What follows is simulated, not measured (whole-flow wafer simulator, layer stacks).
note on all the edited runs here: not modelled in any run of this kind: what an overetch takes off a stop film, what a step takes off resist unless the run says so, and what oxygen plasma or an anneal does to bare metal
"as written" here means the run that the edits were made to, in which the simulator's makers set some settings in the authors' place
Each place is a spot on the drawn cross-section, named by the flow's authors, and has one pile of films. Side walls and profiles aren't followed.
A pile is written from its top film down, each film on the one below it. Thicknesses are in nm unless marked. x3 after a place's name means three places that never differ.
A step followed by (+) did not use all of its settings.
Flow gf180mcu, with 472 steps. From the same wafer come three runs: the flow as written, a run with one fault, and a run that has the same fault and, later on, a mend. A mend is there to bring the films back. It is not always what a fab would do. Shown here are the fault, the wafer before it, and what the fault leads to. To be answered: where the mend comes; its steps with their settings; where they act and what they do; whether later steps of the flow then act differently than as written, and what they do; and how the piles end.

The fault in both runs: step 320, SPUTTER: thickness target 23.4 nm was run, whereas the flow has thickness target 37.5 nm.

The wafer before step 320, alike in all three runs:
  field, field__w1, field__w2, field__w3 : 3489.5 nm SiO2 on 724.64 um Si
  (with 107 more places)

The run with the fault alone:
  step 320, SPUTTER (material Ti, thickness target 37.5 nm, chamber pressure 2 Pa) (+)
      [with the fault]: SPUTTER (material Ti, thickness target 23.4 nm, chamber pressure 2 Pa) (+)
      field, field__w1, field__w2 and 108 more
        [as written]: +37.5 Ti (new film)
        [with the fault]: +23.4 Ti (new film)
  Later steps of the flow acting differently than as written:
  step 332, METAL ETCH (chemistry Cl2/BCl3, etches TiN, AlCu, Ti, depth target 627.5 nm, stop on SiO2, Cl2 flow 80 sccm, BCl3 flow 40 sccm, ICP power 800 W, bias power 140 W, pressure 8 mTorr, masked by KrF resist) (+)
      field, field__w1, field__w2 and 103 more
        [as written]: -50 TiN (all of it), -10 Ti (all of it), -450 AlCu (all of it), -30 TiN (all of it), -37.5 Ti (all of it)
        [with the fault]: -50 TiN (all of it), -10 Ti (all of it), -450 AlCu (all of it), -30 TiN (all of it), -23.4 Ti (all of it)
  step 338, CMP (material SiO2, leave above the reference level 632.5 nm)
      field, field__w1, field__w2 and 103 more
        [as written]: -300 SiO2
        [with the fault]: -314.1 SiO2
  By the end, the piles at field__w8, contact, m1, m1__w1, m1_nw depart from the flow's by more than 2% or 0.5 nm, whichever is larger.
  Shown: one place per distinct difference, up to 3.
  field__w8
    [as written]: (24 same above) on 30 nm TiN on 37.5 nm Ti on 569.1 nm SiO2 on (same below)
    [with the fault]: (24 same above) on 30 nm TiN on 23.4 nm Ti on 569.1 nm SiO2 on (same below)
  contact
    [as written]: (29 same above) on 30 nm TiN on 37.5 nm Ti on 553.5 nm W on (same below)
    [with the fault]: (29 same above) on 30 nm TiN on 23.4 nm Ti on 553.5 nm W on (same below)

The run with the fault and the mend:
  After step 320 comes the mend.
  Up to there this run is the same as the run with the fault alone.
  step 320a, SPUTTER (material Ti, thickness target 14.1 nm, chamber pressure 2 Pa) (+) (a further turn of the flow's step 320, with different settings)
      field, field__w1, field__w2 and 108 more
        +14.1 Ti
  Every later step of the flow that is run acts as written at every place that is followed.
  By the end, the piles equal the flow's at every place that both follow.
